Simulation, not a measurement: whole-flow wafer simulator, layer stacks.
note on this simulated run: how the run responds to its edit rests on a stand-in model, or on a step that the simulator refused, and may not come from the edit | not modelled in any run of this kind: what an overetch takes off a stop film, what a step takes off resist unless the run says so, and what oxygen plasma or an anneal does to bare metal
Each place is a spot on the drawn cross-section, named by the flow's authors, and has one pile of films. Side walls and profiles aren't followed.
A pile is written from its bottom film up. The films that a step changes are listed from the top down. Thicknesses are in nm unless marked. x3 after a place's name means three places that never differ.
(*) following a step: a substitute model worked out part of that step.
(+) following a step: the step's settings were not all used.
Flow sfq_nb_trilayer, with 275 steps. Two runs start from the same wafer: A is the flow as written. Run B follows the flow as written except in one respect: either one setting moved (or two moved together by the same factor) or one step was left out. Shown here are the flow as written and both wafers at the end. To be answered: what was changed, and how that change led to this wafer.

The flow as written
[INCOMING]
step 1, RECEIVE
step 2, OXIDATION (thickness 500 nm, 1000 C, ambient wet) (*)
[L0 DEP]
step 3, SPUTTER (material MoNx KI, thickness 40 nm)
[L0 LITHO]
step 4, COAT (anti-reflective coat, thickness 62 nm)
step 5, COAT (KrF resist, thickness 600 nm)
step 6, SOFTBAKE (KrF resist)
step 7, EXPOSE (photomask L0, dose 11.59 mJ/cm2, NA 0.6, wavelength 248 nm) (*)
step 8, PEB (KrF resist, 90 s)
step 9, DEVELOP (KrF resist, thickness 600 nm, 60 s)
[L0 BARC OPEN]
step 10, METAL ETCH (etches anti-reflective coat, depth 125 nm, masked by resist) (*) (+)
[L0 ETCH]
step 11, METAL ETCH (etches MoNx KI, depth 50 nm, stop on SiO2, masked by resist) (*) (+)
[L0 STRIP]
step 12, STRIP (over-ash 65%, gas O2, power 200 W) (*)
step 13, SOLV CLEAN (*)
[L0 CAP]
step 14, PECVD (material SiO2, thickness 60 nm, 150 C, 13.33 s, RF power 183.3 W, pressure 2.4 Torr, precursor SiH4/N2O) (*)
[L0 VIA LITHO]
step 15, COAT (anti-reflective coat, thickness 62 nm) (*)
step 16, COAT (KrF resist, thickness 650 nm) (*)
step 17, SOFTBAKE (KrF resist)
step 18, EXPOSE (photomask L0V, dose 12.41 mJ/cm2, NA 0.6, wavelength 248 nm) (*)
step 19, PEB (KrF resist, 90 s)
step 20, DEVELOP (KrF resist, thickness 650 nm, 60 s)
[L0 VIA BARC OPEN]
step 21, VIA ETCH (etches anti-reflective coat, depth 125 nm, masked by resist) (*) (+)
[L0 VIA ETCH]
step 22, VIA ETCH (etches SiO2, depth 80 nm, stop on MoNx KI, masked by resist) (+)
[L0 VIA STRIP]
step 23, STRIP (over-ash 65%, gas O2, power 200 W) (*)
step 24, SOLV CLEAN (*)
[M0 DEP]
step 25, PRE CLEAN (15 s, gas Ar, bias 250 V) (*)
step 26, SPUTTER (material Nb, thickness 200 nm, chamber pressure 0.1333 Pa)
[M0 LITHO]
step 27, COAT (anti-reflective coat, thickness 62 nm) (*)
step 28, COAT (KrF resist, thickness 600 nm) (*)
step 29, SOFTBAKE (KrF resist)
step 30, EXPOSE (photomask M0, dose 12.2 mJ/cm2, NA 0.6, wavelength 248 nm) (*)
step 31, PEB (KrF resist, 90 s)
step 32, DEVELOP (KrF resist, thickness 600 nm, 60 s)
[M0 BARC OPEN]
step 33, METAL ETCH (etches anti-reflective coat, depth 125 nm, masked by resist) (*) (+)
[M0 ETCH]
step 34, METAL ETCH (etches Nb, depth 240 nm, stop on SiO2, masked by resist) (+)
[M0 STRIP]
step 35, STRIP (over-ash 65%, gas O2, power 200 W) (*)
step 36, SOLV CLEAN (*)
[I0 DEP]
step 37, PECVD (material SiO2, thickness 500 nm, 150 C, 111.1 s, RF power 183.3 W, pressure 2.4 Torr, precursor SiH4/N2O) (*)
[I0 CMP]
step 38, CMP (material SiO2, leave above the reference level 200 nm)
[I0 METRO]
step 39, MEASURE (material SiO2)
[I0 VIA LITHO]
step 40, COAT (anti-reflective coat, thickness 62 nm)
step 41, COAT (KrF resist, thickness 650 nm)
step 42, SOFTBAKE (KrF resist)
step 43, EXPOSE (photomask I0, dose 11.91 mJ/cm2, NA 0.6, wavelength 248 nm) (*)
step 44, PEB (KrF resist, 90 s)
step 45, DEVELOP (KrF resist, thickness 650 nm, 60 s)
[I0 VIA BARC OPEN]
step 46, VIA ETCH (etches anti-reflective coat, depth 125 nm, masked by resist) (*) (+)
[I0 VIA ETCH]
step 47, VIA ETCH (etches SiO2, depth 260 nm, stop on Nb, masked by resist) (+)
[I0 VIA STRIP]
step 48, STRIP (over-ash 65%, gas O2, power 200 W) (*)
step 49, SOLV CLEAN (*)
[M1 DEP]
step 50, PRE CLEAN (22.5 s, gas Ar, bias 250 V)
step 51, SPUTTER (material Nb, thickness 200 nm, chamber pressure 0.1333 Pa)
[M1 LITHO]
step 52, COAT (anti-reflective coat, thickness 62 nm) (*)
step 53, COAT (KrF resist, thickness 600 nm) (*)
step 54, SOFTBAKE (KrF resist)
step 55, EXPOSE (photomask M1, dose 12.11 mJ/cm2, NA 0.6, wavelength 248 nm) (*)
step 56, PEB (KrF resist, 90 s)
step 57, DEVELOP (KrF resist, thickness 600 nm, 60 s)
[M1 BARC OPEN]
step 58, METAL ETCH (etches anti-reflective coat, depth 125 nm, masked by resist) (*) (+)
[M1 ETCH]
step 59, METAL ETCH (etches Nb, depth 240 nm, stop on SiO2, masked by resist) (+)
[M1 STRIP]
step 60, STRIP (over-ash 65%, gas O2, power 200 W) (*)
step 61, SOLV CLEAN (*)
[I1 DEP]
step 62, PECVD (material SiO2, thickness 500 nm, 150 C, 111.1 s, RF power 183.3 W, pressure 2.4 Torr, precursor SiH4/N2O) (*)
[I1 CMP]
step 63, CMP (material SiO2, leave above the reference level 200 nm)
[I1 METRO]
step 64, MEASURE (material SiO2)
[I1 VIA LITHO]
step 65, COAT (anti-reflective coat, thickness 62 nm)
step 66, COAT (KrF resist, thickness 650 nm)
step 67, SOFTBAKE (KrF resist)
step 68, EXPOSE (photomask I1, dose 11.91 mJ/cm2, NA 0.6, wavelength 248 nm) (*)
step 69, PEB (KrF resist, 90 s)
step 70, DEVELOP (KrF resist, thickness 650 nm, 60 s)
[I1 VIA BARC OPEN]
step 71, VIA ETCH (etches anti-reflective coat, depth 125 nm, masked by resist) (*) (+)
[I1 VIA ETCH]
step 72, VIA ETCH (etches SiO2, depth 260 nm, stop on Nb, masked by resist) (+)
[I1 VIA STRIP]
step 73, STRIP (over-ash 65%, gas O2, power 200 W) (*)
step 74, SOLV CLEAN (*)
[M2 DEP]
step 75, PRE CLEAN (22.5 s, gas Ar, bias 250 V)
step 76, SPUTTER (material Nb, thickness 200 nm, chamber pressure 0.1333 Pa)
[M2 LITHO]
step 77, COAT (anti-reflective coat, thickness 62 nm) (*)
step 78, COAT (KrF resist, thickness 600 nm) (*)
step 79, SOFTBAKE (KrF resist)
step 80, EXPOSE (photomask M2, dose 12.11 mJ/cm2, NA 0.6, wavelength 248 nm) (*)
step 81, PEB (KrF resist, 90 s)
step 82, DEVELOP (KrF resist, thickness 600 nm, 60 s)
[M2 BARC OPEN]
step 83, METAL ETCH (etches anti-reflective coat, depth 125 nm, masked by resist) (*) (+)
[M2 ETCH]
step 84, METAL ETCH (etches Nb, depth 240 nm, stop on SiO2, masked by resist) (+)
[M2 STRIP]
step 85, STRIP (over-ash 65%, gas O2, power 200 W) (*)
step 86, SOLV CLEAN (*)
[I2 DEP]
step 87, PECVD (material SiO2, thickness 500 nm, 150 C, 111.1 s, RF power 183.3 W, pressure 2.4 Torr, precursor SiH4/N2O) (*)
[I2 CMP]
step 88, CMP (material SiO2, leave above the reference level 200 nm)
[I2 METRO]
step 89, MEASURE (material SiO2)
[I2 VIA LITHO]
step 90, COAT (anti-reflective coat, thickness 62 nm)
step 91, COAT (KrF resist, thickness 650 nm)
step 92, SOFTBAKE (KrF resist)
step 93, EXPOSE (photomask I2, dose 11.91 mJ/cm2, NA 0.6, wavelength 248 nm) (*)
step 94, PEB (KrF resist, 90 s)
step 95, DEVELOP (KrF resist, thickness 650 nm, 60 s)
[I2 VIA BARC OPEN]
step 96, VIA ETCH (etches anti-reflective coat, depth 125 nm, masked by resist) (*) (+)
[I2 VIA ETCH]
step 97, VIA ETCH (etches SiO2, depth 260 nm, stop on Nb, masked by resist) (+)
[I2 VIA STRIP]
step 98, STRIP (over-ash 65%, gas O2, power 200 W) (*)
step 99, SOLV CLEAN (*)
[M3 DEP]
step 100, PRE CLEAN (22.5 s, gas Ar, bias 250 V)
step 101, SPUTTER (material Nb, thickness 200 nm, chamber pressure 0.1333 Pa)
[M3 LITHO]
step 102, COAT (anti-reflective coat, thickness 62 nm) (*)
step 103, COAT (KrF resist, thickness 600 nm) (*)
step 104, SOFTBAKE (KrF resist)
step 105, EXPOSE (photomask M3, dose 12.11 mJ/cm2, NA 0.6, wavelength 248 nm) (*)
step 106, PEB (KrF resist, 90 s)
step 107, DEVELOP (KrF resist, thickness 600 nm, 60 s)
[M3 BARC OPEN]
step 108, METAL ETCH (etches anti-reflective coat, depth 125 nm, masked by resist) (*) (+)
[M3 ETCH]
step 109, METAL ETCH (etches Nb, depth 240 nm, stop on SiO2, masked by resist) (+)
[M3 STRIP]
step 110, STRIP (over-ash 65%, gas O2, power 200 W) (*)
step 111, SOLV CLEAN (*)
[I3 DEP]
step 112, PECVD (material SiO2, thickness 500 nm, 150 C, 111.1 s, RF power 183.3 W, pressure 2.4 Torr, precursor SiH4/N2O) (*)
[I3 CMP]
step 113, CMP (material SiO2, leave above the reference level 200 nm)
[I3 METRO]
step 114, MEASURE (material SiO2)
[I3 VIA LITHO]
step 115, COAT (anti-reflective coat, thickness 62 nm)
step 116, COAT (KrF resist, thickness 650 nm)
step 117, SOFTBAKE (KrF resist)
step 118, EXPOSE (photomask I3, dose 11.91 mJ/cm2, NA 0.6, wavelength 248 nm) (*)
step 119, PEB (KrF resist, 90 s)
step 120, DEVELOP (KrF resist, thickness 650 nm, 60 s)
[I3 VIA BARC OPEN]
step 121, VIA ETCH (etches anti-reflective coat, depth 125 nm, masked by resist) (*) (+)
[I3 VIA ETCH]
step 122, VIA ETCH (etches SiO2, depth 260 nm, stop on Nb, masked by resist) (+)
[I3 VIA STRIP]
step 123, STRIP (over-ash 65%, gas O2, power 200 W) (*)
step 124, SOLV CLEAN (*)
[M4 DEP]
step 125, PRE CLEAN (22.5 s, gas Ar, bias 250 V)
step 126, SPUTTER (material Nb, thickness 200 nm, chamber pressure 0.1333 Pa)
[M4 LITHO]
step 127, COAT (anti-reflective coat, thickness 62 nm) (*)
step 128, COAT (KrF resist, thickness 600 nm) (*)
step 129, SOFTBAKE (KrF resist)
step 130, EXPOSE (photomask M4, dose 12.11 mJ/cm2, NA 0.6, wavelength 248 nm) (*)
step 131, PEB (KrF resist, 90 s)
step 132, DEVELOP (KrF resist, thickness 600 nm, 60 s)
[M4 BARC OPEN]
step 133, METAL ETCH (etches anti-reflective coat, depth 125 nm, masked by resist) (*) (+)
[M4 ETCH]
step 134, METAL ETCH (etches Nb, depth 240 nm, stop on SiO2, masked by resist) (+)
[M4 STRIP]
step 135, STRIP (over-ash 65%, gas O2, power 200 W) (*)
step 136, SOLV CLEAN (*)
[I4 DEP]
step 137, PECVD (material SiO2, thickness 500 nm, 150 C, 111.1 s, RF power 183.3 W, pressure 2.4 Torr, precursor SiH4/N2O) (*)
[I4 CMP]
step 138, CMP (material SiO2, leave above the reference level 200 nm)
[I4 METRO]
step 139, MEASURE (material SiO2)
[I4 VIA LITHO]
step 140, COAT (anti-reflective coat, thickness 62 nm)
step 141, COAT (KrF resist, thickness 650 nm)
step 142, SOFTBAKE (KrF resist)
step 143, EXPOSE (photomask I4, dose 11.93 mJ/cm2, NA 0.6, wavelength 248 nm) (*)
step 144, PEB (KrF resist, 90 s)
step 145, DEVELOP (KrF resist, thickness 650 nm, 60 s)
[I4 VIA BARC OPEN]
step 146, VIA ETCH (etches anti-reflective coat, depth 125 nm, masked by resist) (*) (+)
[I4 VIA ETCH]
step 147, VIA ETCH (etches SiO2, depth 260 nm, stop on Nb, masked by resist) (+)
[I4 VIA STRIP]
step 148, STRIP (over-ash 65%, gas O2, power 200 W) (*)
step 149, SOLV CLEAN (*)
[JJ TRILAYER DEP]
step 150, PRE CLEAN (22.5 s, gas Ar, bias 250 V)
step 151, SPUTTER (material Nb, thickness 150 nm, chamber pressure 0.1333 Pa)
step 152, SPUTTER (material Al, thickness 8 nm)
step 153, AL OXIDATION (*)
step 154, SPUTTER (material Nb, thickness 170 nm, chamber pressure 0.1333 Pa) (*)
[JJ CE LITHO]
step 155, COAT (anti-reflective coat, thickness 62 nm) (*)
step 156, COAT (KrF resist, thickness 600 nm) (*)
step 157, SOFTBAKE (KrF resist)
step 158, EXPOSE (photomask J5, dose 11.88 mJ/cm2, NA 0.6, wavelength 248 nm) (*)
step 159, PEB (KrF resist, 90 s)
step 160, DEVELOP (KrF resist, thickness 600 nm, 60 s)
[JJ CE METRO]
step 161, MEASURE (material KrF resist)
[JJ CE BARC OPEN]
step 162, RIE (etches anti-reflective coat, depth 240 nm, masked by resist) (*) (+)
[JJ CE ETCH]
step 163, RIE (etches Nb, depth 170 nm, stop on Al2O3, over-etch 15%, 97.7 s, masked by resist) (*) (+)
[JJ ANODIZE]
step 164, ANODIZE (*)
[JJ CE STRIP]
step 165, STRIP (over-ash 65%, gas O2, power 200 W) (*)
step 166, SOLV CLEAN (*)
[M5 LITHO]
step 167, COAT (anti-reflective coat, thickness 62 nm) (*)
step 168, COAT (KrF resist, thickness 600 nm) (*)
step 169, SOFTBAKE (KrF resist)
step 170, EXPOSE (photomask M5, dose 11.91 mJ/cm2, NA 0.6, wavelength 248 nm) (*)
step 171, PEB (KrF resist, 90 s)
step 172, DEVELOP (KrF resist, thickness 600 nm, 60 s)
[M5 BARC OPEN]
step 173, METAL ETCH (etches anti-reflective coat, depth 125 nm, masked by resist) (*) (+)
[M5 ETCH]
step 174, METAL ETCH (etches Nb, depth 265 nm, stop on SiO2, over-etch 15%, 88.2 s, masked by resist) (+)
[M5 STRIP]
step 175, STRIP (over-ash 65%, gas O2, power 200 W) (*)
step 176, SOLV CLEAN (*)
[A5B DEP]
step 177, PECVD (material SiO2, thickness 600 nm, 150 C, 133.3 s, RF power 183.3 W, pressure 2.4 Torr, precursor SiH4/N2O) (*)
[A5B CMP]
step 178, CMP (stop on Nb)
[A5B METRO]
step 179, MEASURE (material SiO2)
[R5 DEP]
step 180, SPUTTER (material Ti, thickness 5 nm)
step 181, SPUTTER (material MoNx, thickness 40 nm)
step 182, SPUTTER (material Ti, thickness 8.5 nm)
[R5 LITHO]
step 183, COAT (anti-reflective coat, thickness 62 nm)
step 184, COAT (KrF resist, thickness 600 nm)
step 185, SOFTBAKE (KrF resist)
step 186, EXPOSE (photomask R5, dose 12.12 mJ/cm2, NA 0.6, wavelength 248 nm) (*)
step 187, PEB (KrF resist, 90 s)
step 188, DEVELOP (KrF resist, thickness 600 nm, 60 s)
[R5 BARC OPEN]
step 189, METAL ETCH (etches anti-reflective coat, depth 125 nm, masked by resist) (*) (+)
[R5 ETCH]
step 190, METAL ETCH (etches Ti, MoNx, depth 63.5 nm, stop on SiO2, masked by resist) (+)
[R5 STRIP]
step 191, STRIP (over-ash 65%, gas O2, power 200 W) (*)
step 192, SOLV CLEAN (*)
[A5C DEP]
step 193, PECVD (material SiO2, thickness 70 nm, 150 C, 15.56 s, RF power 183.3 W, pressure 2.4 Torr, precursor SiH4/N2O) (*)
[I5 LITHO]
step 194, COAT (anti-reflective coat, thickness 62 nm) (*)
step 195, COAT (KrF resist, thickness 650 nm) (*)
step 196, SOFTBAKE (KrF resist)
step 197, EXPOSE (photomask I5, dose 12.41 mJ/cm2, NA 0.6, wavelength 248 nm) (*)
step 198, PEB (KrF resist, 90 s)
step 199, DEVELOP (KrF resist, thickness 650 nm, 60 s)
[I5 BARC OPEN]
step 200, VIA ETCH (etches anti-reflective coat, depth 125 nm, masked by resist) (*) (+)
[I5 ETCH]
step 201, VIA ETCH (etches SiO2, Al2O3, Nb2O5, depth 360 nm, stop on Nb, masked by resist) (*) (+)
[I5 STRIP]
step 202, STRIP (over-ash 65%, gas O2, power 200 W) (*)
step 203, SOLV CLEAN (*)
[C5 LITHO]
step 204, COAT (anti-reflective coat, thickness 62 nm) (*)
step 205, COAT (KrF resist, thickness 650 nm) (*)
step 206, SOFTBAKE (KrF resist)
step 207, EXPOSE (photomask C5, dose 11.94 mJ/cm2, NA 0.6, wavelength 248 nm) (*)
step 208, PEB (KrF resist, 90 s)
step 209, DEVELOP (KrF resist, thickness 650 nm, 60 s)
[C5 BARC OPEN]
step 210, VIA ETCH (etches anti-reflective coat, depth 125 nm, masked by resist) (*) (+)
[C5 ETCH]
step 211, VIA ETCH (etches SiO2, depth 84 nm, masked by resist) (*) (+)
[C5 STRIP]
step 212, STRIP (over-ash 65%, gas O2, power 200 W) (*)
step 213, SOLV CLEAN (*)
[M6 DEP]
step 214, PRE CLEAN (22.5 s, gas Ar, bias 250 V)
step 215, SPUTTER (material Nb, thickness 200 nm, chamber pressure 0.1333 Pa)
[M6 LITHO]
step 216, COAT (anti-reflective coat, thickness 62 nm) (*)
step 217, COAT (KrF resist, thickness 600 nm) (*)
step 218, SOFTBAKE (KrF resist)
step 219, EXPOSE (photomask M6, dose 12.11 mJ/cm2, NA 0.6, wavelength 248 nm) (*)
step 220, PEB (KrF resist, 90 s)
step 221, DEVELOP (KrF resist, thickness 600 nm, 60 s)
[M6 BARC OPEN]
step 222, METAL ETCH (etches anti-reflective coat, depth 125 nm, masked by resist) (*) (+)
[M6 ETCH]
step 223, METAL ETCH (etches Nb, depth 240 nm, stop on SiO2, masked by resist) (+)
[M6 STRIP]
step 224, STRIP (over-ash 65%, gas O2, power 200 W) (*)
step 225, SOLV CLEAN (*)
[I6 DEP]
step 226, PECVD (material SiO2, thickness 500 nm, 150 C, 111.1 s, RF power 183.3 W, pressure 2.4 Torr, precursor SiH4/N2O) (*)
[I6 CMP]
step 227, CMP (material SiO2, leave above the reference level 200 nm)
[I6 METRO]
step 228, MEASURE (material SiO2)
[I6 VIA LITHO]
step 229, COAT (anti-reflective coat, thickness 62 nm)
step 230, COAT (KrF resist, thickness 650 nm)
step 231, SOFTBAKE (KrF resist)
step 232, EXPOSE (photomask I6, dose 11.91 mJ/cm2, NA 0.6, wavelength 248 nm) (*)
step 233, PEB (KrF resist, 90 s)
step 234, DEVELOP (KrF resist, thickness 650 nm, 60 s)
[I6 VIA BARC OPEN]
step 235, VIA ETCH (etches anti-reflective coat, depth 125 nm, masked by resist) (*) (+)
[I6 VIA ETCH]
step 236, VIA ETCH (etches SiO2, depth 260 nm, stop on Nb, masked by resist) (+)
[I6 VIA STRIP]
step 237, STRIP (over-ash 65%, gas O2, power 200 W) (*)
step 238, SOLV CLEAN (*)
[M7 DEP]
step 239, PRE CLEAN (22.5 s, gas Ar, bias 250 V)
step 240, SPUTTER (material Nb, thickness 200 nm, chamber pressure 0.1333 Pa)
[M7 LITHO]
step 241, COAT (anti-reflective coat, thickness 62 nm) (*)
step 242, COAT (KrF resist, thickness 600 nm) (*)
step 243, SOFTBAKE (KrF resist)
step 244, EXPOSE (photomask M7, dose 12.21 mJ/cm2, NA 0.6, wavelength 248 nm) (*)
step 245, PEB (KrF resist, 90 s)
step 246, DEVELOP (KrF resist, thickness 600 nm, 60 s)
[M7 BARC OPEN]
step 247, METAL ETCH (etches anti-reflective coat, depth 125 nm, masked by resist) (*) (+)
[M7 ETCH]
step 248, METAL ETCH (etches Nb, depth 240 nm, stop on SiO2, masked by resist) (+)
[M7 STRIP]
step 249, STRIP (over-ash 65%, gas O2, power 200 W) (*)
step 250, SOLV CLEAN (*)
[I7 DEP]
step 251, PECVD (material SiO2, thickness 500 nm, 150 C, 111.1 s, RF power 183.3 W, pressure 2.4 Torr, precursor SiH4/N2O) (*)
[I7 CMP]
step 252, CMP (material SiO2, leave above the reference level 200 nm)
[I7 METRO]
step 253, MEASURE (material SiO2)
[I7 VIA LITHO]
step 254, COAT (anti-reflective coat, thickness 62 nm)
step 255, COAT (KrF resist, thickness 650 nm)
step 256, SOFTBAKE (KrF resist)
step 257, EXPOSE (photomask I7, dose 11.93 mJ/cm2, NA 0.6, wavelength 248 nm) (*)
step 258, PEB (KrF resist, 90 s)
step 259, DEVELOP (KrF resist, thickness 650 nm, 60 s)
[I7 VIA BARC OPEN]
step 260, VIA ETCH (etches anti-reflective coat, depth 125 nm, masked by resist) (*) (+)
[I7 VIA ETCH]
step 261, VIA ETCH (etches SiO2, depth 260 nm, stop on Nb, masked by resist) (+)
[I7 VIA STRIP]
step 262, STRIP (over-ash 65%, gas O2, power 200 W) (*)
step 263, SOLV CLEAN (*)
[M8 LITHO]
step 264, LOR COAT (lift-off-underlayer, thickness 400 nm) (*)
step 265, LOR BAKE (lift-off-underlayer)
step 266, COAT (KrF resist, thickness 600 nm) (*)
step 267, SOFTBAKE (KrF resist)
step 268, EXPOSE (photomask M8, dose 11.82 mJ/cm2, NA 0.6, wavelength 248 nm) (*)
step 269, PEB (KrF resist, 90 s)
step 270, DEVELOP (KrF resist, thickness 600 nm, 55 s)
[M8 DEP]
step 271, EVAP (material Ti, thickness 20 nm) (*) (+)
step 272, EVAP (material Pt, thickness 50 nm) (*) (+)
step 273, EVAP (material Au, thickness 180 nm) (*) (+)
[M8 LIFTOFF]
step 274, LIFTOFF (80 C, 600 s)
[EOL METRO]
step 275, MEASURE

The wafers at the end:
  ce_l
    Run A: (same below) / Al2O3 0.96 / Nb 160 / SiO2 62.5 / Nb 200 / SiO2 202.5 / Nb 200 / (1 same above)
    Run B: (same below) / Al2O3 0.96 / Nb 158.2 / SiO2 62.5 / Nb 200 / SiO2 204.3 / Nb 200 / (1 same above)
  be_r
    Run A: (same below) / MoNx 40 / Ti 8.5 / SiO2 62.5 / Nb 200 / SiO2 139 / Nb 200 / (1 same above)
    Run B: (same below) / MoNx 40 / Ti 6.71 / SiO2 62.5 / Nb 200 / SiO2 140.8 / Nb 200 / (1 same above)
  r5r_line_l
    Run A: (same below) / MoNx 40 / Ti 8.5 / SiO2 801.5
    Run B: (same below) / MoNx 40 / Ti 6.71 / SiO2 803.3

Cause: step 182, SPUTTER: thickness 6.71 nm was run, while the flow as written has thickness 8.5 nm.
One can read it off the wafer: be_r has Ti 6.71, and step 182 as written asks for 8.5 nm.

The path from the change to this, step by step:
  step 182, SPUTTER (material Ti, thickness 8.5 nm)
      field_l, v_sur, via_wl and 103 more: A +8.5 Ti (new film) | B +6.71 Ti (new film)
  step 190, METAL ETCH (etches Ti, MoNx, depth 63.5 nm, stop on SiO2, masked by resist) (+)
      field_l, v_sur, via_wl and 92 more: A -8.5 Ti (all of it), -40 MoNx (all of it), -5 Ti (all of it) | B -6.71 Ti (all of it), -40 MoNx (all of it), -5 Ti (all of it)
      ce_l, c5j, ce_r, wl_jj: A -8.5 Ti (all of it), -40 MoNx (all of it), -5 Ti (all of it), -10 Nb | B -6.71 Ti (all of it), -40 MoNx (all of it), -5 Ti (all of it), -11.8 Nb
